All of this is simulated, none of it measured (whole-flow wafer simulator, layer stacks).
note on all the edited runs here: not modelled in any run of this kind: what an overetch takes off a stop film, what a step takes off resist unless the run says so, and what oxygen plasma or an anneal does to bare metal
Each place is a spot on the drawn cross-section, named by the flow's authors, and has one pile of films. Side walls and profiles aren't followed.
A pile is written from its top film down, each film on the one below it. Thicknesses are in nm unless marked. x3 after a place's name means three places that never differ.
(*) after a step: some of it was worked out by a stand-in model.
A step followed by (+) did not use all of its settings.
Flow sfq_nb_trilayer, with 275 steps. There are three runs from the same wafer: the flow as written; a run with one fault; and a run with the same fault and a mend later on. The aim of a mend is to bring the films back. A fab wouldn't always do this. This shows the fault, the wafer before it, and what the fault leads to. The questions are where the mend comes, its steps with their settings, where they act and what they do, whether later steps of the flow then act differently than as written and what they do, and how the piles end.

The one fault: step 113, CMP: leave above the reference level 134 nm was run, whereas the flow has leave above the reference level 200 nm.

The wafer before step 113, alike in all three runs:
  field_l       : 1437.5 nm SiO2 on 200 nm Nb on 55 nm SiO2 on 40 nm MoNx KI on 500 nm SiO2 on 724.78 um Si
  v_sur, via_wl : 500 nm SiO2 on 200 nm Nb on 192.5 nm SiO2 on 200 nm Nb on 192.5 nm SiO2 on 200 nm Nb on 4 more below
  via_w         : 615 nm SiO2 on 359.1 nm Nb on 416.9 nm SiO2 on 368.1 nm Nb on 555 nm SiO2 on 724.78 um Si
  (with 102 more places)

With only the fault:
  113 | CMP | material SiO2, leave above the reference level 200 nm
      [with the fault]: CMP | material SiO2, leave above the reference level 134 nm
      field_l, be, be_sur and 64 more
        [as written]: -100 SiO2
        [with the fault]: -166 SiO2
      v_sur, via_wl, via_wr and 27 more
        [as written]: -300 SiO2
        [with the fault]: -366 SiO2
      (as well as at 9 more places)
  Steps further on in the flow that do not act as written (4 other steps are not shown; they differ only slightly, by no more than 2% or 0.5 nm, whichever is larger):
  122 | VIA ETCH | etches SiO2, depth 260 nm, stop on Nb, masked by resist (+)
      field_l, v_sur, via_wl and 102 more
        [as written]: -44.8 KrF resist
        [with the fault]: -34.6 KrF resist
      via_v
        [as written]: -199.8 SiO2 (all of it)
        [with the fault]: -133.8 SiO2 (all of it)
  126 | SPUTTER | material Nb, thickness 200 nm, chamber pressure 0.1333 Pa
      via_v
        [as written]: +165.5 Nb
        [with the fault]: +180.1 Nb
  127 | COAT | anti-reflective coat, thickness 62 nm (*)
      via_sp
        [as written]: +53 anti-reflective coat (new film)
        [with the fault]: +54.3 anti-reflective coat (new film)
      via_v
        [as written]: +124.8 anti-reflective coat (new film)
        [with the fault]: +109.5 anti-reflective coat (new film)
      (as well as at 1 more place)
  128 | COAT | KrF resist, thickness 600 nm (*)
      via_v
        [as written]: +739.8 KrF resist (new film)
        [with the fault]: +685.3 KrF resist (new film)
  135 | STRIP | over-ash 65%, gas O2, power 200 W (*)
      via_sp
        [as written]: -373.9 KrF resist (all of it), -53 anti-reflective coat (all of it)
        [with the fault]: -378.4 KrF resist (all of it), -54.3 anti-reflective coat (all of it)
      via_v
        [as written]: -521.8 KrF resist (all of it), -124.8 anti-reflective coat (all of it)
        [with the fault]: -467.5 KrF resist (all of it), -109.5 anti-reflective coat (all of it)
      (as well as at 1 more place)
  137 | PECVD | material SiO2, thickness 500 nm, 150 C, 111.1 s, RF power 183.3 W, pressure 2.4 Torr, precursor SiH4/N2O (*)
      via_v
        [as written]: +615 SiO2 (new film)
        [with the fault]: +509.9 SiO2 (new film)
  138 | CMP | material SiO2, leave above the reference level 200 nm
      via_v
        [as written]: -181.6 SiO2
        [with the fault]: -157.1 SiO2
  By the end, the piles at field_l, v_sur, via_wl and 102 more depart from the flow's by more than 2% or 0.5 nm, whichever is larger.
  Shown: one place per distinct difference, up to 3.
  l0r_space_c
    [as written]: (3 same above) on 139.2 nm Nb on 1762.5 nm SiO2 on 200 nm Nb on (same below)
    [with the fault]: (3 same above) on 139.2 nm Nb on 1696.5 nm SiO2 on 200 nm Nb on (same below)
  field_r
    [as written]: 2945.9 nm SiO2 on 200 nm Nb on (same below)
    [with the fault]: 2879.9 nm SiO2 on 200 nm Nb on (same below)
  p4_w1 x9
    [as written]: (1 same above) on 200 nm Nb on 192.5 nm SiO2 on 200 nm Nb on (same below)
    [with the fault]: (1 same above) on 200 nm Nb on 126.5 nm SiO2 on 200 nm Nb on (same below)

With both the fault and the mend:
  The mend follows step 114.
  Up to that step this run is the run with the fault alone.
  114a | PECVD | material SiO2, thickness 66 nm, 150 C, 14.67 s, RF power 183.3 W, pressure 2.4 Torr, precursor SiH4/N2O (the flow's step 112 again, with other settings)
      field_l, v_sur, via_wl and 103 more
        +66 SiO2
  None of the later steps of the flow differs from how it acts as written, at any place that is followed, by more than 2% or 0.5 nm, whichever is larger.
  By the end, the piles equal the flow's at every place that both follow.
